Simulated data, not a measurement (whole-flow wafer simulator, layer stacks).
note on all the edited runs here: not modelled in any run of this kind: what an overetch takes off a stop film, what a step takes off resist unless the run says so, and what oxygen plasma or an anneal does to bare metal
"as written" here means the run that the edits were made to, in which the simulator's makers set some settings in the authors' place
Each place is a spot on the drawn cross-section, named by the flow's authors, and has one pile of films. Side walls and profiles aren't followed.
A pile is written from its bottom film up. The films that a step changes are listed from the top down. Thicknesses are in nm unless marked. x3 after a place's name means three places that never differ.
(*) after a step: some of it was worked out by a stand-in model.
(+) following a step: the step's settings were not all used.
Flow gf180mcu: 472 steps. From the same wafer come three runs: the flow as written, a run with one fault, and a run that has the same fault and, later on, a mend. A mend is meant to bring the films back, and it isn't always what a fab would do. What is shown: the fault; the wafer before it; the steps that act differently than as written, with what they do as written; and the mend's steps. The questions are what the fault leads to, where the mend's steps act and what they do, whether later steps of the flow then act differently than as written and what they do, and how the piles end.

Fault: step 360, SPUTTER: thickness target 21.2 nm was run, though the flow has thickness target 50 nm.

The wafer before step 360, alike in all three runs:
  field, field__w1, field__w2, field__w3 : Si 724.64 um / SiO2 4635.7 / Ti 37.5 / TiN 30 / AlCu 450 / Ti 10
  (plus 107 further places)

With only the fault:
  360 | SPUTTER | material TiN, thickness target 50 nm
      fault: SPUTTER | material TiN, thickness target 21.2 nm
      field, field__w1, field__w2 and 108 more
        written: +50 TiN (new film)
        fault: +21.2 TiN (new film)
  Later steps of the flow acting differently than as written (2 more steps, not shown, differ only slightly: by at most 2% or 0.5 nm, whichever is larger):
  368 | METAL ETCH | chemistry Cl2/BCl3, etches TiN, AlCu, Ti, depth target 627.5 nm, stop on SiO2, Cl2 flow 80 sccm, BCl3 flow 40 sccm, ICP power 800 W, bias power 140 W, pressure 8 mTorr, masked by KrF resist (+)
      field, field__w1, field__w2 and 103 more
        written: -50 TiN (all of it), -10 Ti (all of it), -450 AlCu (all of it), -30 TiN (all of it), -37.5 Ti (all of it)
        fault: -21.2 TiN (all of it), -10 Ti (all of it), -450 AlCu (all of it), -30 TiN (all of it), -37.5 Ti (all of it)
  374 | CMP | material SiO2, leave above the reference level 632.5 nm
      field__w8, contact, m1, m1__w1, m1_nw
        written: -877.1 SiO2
        fault: -848.3 SiO2
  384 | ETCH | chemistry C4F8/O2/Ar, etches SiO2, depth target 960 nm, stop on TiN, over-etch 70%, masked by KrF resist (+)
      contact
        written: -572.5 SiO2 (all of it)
        fault: -601.3 SiO2 (all of it)
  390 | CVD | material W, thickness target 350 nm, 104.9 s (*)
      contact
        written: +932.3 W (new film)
        fault: +961.4 W (new film)
  The piles end different from the flow's at field__w8, contact, m1, m1__w1, m1_nw by more than 2% or 0.5 nm, whichever is larger.
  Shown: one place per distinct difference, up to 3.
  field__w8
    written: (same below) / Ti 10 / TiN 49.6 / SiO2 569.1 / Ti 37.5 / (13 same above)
    fault: (same below) / Ti 10 / TiN 20.8 / SiO2 597.9 / Ti 37.5 / (13 same above)
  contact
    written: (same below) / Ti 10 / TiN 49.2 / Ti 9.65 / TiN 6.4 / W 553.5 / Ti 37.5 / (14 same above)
    fault: (same below) / Ti 10 / TiN 20.4 / Ti 9.49 / TiN 6.3 / W 582.6 / Ti 37.5 / (14 same above)

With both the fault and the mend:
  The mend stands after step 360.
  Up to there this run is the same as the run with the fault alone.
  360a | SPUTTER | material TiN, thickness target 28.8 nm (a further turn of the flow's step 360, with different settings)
      field, field__w1, field__w2 and 108 more
        +28.8 TiN
  Every later step of the flow that is run acts as written at every place that is followed.
  The piles end the same as the flow's at every place that both follow.
